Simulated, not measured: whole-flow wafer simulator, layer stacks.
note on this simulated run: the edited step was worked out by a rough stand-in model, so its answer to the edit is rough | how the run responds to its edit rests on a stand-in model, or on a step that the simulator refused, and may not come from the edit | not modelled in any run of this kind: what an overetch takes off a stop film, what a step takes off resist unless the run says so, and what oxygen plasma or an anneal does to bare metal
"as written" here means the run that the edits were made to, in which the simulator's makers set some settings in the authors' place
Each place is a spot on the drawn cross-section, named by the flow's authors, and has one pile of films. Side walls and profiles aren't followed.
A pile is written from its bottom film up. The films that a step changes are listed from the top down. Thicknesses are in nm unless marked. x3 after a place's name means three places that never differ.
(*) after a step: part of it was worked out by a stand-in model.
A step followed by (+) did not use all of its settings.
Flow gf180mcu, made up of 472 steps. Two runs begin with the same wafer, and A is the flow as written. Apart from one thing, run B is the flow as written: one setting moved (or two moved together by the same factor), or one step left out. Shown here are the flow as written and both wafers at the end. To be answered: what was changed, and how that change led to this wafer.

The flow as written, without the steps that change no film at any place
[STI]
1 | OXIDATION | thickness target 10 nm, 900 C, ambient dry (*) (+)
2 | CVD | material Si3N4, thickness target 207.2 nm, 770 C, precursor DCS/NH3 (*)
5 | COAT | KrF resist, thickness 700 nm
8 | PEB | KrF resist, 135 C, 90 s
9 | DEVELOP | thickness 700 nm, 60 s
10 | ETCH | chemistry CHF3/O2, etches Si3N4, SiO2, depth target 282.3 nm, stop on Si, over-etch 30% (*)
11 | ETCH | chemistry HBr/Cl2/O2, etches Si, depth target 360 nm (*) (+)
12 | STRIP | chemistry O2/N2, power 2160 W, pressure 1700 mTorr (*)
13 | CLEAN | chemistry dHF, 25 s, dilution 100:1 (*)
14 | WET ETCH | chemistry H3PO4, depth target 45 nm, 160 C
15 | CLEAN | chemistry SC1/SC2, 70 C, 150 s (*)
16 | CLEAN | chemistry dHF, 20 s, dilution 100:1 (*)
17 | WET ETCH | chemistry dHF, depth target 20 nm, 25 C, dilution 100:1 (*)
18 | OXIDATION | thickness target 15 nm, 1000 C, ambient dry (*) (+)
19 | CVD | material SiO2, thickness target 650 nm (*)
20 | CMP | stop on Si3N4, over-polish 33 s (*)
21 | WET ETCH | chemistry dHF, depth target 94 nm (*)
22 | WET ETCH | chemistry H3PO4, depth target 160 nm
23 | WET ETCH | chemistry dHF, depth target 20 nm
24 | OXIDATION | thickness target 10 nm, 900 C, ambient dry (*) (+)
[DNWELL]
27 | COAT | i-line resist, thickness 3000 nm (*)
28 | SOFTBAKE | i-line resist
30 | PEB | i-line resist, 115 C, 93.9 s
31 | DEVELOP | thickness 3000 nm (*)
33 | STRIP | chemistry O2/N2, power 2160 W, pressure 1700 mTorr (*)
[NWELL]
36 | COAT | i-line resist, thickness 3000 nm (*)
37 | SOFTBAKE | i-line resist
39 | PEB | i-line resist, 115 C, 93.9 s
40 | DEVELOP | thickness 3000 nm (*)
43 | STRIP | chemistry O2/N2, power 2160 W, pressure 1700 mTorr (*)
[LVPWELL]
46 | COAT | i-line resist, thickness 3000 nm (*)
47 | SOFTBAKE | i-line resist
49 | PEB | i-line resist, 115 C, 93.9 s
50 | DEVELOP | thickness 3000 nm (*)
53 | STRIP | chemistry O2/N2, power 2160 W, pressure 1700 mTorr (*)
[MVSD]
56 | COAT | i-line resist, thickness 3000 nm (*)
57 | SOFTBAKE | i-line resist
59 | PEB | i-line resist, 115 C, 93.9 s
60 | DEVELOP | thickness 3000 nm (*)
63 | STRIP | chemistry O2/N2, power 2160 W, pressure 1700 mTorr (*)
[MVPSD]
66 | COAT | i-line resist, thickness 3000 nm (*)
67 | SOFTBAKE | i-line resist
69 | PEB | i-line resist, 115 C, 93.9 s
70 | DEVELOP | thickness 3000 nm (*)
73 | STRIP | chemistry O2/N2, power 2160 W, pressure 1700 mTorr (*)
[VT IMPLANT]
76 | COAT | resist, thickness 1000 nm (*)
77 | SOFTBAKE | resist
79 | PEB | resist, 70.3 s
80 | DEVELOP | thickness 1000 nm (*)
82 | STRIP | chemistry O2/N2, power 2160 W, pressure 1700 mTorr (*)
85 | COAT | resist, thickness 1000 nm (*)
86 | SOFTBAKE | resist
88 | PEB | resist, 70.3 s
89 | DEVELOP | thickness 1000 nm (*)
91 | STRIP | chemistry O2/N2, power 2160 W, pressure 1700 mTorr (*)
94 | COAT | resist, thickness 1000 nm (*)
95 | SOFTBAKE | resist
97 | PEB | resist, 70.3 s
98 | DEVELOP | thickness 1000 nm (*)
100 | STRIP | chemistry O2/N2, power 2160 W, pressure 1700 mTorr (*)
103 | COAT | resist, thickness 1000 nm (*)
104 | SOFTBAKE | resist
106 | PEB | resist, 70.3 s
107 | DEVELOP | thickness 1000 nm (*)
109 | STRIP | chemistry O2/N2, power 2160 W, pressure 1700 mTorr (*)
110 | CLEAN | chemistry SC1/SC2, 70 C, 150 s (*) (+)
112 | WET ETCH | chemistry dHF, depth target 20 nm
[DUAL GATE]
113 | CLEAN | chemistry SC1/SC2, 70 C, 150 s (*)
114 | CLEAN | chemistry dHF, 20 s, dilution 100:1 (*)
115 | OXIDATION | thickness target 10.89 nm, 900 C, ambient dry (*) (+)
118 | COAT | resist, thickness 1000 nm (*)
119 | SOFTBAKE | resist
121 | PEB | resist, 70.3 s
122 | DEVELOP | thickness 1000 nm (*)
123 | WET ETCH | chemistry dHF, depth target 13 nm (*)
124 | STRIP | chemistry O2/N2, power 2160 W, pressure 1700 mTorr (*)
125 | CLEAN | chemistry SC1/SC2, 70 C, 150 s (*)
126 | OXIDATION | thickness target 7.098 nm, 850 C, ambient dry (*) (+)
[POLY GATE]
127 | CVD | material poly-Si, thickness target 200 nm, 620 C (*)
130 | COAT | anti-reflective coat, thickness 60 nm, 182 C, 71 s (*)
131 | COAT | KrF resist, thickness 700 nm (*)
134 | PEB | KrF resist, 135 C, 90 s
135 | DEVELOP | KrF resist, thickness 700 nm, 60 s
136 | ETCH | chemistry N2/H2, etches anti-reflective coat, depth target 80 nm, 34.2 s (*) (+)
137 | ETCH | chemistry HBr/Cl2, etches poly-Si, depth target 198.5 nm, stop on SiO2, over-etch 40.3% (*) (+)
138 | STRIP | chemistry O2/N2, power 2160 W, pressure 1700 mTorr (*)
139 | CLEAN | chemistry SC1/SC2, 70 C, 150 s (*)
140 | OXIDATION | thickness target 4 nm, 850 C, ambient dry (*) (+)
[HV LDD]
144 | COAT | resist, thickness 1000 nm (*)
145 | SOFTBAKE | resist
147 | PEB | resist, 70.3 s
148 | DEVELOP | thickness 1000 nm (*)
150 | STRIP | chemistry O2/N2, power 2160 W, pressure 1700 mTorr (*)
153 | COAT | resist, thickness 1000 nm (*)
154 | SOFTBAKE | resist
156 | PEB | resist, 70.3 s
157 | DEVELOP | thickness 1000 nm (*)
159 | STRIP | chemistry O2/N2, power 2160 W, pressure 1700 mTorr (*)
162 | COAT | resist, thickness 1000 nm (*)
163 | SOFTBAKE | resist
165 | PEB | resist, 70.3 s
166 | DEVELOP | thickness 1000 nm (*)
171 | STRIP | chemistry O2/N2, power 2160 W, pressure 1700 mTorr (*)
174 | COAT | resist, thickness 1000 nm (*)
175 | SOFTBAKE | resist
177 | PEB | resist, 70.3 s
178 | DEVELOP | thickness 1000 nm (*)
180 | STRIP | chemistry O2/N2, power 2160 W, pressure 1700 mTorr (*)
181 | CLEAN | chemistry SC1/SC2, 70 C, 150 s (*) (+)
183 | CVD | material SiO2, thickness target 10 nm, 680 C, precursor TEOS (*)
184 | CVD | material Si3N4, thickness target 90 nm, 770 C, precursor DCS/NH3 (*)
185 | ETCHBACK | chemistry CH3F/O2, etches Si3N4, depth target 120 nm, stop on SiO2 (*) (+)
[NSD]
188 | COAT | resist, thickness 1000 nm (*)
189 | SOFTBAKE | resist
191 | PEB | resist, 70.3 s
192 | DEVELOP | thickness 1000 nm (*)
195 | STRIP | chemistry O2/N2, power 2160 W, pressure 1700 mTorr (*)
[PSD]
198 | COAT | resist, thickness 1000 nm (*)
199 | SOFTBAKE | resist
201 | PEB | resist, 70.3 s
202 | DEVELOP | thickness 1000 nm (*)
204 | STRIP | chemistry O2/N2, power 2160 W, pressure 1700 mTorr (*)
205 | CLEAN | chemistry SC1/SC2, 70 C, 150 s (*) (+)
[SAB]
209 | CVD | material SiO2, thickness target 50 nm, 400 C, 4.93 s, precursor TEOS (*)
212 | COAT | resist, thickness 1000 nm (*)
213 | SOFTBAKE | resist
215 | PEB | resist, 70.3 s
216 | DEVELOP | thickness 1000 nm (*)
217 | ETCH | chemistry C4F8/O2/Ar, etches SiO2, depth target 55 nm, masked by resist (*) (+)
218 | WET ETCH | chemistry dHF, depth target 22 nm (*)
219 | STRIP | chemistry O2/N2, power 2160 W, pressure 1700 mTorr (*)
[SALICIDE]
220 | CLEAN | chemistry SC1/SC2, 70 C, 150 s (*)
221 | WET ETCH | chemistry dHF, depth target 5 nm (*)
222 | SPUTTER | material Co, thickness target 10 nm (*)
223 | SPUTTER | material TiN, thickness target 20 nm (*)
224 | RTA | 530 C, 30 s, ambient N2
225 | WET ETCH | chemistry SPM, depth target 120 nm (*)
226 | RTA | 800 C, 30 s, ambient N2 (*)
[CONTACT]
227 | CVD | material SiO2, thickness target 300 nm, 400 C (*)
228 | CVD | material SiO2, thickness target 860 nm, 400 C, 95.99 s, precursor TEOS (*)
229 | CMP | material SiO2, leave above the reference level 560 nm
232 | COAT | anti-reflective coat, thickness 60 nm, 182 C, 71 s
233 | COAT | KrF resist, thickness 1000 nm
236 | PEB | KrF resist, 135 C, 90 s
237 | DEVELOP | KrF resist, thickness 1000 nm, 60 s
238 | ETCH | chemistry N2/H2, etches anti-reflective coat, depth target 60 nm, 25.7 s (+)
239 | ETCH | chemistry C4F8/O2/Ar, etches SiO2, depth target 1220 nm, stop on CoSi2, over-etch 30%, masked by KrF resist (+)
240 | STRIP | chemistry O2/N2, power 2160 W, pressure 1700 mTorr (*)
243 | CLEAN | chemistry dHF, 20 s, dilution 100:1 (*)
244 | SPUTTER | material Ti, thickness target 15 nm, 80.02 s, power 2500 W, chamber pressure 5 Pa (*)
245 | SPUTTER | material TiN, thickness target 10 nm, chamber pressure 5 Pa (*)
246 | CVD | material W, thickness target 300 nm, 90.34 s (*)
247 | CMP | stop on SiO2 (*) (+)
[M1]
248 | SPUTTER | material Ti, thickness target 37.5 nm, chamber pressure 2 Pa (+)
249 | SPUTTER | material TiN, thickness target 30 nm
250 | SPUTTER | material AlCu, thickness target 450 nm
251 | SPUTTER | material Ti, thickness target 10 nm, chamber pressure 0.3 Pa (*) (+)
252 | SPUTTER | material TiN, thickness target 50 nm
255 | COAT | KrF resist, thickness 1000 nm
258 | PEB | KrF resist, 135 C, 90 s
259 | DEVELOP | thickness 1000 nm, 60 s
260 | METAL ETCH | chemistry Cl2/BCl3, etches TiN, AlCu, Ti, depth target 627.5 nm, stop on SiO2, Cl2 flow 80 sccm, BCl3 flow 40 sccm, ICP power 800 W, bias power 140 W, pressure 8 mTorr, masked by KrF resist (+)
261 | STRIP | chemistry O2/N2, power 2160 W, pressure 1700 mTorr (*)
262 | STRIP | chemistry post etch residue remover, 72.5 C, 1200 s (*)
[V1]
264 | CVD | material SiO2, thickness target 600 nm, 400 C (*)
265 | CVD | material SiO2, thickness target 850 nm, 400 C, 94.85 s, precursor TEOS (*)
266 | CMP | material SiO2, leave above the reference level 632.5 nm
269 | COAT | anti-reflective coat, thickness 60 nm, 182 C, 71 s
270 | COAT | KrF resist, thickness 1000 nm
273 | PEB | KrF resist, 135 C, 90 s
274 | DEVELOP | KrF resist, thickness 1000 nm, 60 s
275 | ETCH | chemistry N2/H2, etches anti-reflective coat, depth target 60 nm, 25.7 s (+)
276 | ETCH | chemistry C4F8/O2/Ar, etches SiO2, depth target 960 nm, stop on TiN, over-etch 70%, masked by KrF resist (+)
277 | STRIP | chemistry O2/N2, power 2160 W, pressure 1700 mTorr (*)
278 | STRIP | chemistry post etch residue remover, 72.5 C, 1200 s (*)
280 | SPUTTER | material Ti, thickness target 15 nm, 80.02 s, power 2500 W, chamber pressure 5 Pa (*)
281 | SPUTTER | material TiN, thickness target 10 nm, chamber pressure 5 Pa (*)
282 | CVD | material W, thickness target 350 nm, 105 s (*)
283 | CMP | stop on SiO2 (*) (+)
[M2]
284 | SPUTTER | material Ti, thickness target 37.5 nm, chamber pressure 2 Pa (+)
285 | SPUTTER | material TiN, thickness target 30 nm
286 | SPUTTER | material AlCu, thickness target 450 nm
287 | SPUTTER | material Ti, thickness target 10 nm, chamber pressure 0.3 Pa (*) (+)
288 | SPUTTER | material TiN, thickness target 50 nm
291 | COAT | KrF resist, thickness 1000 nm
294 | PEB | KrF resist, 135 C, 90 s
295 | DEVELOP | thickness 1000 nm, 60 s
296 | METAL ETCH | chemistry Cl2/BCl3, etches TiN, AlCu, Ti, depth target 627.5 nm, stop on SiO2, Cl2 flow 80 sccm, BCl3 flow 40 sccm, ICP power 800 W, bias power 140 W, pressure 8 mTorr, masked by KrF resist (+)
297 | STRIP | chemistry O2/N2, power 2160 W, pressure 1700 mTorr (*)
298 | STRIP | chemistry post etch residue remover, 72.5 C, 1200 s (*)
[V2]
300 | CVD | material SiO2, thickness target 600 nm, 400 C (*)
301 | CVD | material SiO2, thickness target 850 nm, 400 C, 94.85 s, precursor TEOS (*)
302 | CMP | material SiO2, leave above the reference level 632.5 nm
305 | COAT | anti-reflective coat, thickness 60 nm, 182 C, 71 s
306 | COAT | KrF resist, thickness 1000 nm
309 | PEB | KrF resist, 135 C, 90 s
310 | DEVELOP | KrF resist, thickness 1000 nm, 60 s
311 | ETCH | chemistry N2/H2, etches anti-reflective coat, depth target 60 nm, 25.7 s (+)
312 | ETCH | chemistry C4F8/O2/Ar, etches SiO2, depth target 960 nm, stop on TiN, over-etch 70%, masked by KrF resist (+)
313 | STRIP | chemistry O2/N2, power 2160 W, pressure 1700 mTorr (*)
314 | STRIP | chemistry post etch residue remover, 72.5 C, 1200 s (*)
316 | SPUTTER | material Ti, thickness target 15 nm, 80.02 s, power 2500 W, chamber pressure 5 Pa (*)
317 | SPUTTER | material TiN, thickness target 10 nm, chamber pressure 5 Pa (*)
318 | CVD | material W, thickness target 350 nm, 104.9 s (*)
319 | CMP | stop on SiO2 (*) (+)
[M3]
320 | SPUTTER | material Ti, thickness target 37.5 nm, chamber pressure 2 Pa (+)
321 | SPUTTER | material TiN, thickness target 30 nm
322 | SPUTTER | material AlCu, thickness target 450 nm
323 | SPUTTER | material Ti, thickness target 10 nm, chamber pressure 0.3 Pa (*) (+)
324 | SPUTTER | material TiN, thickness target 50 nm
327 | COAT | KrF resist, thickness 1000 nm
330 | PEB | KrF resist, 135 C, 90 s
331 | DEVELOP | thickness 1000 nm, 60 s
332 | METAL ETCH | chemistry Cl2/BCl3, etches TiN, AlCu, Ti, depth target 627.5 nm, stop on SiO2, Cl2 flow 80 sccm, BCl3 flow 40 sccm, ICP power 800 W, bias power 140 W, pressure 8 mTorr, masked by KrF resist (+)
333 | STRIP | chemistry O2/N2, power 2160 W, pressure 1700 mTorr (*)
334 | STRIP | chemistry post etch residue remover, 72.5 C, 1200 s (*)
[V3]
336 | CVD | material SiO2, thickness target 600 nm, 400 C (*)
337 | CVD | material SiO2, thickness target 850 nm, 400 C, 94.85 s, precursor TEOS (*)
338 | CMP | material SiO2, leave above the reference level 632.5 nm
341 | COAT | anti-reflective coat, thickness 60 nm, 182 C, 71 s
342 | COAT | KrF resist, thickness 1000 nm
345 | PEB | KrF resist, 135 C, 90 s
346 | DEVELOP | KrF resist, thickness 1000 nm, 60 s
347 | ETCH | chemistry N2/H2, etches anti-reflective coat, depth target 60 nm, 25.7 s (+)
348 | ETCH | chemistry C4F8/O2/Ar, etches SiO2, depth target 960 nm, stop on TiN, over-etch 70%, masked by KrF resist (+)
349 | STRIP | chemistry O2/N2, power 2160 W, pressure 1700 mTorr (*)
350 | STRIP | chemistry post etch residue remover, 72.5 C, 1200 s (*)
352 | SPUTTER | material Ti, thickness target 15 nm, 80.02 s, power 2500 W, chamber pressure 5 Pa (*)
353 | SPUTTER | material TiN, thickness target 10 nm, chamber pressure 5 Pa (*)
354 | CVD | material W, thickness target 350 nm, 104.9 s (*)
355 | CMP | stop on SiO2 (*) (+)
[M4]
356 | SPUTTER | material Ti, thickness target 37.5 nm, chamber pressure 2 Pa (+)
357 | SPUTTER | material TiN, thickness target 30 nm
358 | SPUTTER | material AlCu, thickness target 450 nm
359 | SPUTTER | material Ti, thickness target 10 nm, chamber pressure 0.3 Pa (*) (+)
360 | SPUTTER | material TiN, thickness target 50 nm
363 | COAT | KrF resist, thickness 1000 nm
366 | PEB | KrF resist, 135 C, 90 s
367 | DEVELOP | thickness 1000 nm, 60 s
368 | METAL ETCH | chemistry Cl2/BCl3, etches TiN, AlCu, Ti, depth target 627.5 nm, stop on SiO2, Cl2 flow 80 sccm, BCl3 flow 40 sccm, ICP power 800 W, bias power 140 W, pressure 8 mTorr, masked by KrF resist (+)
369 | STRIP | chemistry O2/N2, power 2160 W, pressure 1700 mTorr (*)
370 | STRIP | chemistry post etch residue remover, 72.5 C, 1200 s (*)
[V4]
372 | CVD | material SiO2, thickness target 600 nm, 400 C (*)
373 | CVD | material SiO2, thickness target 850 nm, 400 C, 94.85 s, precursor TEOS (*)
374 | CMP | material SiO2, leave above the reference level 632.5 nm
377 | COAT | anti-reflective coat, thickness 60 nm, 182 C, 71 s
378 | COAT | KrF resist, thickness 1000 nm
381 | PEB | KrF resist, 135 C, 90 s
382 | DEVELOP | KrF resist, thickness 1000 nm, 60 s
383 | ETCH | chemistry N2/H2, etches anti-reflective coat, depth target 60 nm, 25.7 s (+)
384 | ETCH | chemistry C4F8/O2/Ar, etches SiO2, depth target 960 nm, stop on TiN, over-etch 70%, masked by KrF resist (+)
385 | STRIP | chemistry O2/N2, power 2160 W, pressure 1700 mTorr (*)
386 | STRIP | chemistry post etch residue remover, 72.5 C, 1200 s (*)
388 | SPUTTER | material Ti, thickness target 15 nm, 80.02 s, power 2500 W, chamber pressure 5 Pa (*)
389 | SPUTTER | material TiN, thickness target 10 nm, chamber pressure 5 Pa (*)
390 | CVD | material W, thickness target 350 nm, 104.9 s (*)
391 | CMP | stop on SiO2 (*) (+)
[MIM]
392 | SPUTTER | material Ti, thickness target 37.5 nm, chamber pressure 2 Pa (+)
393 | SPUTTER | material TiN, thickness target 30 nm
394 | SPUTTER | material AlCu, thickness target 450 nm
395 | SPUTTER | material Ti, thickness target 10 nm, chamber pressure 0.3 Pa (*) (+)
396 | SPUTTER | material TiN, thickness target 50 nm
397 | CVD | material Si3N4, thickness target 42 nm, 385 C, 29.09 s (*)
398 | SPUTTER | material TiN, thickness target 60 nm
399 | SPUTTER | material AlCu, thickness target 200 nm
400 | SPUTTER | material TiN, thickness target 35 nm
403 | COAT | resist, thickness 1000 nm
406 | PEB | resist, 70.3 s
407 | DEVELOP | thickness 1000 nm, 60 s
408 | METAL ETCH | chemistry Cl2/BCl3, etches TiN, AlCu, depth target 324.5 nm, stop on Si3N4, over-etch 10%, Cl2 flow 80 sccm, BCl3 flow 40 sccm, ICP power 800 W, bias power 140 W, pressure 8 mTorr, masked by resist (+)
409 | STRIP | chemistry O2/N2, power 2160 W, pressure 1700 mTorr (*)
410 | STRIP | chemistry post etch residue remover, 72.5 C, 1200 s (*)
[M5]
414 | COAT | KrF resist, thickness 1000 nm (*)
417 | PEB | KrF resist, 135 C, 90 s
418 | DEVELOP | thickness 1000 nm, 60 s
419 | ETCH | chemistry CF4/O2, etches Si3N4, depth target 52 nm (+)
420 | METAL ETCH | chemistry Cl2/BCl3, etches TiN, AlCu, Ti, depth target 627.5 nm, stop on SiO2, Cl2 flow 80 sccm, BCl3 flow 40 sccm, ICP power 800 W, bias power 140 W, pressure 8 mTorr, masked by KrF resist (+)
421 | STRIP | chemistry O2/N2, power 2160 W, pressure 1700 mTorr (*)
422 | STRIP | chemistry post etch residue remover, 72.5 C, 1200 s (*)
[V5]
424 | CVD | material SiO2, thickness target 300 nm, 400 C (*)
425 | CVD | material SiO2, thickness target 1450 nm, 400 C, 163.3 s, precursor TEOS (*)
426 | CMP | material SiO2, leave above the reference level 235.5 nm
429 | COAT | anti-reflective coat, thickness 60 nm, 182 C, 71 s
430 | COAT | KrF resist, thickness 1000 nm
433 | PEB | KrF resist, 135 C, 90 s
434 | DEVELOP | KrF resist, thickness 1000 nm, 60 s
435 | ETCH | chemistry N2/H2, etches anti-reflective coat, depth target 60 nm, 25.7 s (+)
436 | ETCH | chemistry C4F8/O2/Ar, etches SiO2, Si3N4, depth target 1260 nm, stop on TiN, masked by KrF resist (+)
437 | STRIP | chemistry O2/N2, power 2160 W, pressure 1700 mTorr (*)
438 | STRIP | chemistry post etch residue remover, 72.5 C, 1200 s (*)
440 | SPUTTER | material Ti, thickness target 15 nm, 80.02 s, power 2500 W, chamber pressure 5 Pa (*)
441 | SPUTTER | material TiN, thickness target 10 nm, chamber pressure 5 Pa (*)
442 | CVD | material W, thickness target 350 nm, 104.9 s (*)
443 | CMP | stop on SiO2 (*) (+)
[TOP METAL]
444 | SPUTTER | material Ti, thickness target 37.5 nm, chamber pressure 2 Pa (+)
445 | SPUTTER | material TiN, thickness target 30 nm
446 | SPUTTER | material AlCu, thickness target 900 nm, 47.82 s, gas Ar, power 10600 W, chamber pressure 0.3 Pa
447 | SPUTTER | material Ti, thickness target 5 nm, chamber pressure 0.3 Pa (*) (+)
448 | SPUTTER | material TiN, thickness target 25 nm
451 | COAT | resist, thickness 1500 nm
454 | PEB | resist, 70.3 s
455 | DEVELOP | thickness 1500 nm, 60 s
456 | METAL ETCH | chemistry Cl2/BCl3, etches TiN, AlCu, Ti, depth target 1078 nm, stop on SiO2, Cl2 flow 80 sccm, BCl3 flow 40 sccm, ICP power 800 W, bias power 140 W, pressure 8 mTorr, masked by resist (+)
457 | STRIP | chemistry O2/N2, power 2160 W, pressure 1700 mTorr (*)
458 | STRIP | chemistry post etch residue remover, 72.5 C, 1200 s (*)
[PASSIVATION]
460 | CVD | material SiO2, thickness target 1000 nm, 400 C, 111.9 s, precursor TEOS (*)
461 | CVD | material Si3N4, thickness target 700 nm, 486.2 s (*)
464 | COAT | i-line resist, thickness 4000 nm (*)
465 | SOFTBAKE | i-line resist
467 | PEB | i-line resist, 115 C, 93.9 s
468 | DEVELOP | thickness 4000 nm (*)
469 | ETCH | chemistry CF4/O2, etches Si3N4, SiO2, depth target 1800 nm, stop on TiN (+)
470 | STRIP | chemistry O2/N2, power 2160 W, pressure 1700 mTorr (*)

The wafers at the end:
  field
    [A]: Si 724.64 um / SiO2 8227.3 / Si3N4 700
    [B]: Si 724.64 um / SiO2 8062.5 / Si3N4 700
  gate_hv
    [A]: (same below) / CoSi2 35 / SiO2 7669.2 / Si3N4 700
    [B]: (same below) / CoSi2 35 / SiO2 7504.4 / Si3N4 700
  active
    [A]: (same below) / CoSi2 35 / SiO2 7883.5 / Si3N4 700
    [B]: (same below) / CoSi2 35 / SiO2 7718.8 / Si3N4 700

What caused this: step 425, CVD: thickness target 979 nm was run, though the flow has thickness target 1450 nm; step 425, CVD: 110.2 s was run, where the flow has 163.3 s.

The path from the change to this, step by step:
  425 | CVD | material SiO2, thickness target 1450 nm, 400 C, 163.3 s, precursor TEOS (*)
      field, field__w1, field__w4 and 100 more: A SiO2 gains 1450 | B SiO2 gains 984.7
      field__w2, field__w3, field__w12 and 6 more: A SiO2 gains 1421.8 | B SiO2 gains 966.1
  426 | CMP | material SiO2, leave above the reference level 235.5 nm
      field, field__w1, field__w5 and 92 more: A SiO2 loses 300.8 | B nothing
      field__w2, field__w3, field__w12 and 6 more: A SiO2 loses 272.7 | B nothing
      (as well as at 8 more places)
  429 | COAT | anti-reflective coat, thickness 60 nm, 182 C, 71 s
      field__w9, sd_p_hv: A anti-reflective coat gains 60 (new film) | B anti-reflective coat gains 61.3 (new film)
      gate, nplus_u: A anti-reflective coat gains 60 (new film) | B anti-reflective coat gains 62.1 (new film)
      (as well as at 41 more places)
  430 | COAT | KrF resist, thickness 1000 nm
      gate_p, pplus_u: A KrF resist gains 1000 (new film) | B KrF resist gains 1021.4 (new film)
      field: A KrF resist gains 1000 (new film) | B KrF resist gains 970.6 (new film)
      (as well as at 24 more places)
  433 | PEB | KrF resist, 135 C, 90 s
      polyc_n, polyc_n_rim: A KrF resist loses 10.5 | B KrF resist loses 12.1
      field__w11: A KrF resist loses 10.5 | B KrF resist loses 9.6
      (as well as at 10 more places)
  434 | DEVELOP | KrF resist, thickness 1000 nm, 60 s
      contact: A KrF resist loses 989.5 (all of it) | B KrF resist loses 907.6 (all of it)
  435 | ETCH | chemistry N2/H2, etches anti-reflective coat, depth target 60 nm, 25.7 s (+)
      contact: A anti-reflective coat loses 60 (all of it), SiO2 loses 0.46 | B anti-reflective coat loses 19.2 (all of it), SiO2 loses 1.51
  437 | STRIP | chemistry O2/N2, power 2160 W, pressure 1700 mTorr (*)
      field: A KrF resist loses 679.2 (all of it), anti-reflective coat loses 60 (all of it) | B KrF resist loses 650.1 (all of it), anti-reflective coat loses 131.6 (all of it)
      field__w1: A KrF resist loses 679.2 (all of it), anti-reflective coat loses 60 (all of it) | B KrF resist loses 654.5 (all of it), anti-reflective coat loses 89.3 (all of it)
      (as well as at 43 more places)
  440 | SPUTTER | material Ti, thickness target 15 nm, 80.02 s, power 2500 W, chamber pressure 5 Pa (*)
      field__w2: A Ti gains 15 (new film) | B Ti gains 14.2 (new film)
      contact: A Ti gains 8.12 (new film) | B Ti gains 8.93 (new film)
  441 | SPUTTER | material TiN, thickness target 10 nm, chamber pressure 5 Pa (*)
      field__w2: A TiN gains 10 (new film) | B TiN gains 9.42 (new film)
      contact: A TiN gains 5.38 (new film) | B TiN gains 5.92 (new film)
  442 | CVD | material W, thickness target 350 nm, 104.9 s (*)
      contact: A W gains 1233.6 (new film) | B W gains 1067.8 (new film)
  443 | CMP | stop on SiO2 (*) (+)
      field__w3, field__w12, ppoly_sal, gate_hv5, gate_p_hv5, sti_nw: A W loses 350 (all of it), TiN loses 10 (all of it), Ti loses 15 (all of it), SiO2 loses 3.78 | B W loses 350 (all of it), TiN loses 10 (all of it), Ti loses 0.53
      npoly_sal, nw_sep_fld: A W loses 350 (all of it), TiN loses 10 (all of it), Ti loses 15 (all of it), SiO2 loses 3.78 | B W loses 350 (all of it), TiN loses 9.89 (all of it), Ti loses 0.37
      (as well as at 8 more places)
  444 | SPUTTER | material Ti, thickness target 37.5 nm, chamber pressure 2 Pa (+)
      field__w2, field__w3, field__w12 and 6 more: A Ti gains 37.5 (new film) | B Ti gains 37.5
  451 | COAT | resist, thickness 1500 nm
      field__w8: A resist gains 1500 (new film) | B resist gains 1362.7 (new film)
      m1: A resist gains 1500 (new film) | B resist gains 1362.6 (new film)
      (as well as at 4 more places)
  452 | SOFTBAKE | resist
      field__w4, pplus_u: A nothing | B resist gains 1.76
      field__w8, m1: A nothing | B resist loses 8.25
      (as well as at 38 more places)
  454 | PEB | resist, 70.3 s
      field__w8, m1, m1__w1: A resist loses 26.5 | B resist loses 23.3
      mim: A resist loses 26.5 | B resist loses 23.2
      (as well as at 2 more places)
  ... 6 other steps ...
  470 | STRIP | chemistry O2/N2, power 2160 W, pressure 1700 mTorr (*)
      field__w8, m1__w1: A i-line resist loses 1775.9 (all of it) | B i-line resist loses 1624.6 (all of it)
      m1: A i-line resist loses 1798.9 (all of it) | B i-line resist loses 1642.4 (all of it)
      (as well as at 3 more places)
